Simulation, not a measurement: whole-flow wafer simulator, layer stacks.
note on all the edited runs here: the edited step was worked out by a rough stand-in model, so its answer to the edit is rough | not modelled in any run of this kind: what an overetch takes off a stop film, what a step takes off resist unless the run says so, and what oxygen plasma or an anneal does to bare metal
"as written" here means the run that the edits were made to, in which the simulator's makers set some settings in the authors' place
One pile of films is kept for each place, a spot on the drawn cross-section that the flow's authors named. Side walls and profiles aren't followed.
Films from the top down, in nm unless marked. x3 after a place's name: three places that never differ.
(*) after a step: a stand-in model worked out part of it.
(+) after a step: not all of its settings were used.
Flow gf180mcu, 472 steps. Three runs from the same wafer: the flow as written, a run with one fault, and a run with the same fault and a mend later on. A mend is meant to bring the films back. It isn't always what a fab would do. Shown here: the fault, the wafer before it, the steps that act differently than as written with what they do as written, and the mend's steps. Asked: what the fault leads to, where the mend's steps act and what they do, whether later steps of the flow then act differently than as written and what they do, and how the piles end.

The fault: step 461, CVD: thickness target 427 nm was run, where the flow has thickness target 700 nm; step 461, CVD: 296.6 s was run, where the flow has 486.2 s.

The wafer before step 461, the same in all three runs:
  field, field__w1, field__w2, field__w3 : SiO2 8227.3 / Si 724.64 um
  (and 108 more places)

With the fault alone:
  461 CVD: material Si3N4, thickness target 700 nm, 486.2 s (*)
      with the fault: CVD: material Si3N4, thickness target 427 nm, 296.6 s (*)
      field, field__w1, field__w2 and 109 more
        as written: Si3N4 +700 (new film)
        with the fault: Si3N4 +427.1 (new film)
  Later steps of the flow that act differently than as written (4 more steps differ only slightly, by at most 2% or 0.5 nm, whichever is larger, and aren't shown):
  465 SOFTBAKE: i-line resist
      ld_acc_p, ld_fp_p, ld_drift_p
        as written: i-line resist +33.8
        with the fault: i-line resist +32.4
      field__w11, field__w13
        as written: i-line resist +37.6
        with the fault: i-line resist +36.3
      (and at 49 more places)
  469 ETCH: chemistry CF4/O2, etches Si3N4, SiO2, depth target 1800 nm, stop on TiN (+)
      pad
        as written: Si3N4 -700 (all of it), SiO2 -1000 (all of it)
        with the fault: Si3N4 -427.1 (all of it), SiO2 -1000 (all of it)
  At the end the piles differ from the flow's by more than 2% or 0.5 nm, whichever is larger, at field, field__w1, field__w2 and 108 more.
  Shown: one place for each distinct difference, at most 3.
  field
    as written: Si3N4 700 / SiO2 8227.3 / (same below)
    with the fault: Si3N4 427.1 / SiO2 8227.3 / (same below)
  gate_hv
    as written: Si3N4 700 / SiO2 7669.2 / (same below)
    with the fault: Si3N4 427.1 / SiO2 7669.2 / (same below)
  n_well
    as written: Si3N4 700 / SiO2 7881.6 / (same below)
    with the fault: Si3N4 427.1 / SiO2 7881.6 / (same below)

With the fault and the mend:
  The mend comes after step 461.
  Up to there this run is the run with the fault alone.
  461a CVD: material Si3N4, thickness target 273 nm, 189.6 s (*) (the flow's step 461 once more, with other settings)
      field, field__w1, field__w2 and 109 more
        Si3N4 +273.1
  No later step of the flow acts differently than as written, at any place that is followed, by more than 2% or 0.5 nm, whichever is larger.
  At the end the piles differ from the flow's only slightly at the places that both follow, by at most 2% or 0.5 nm, whichever is larger.
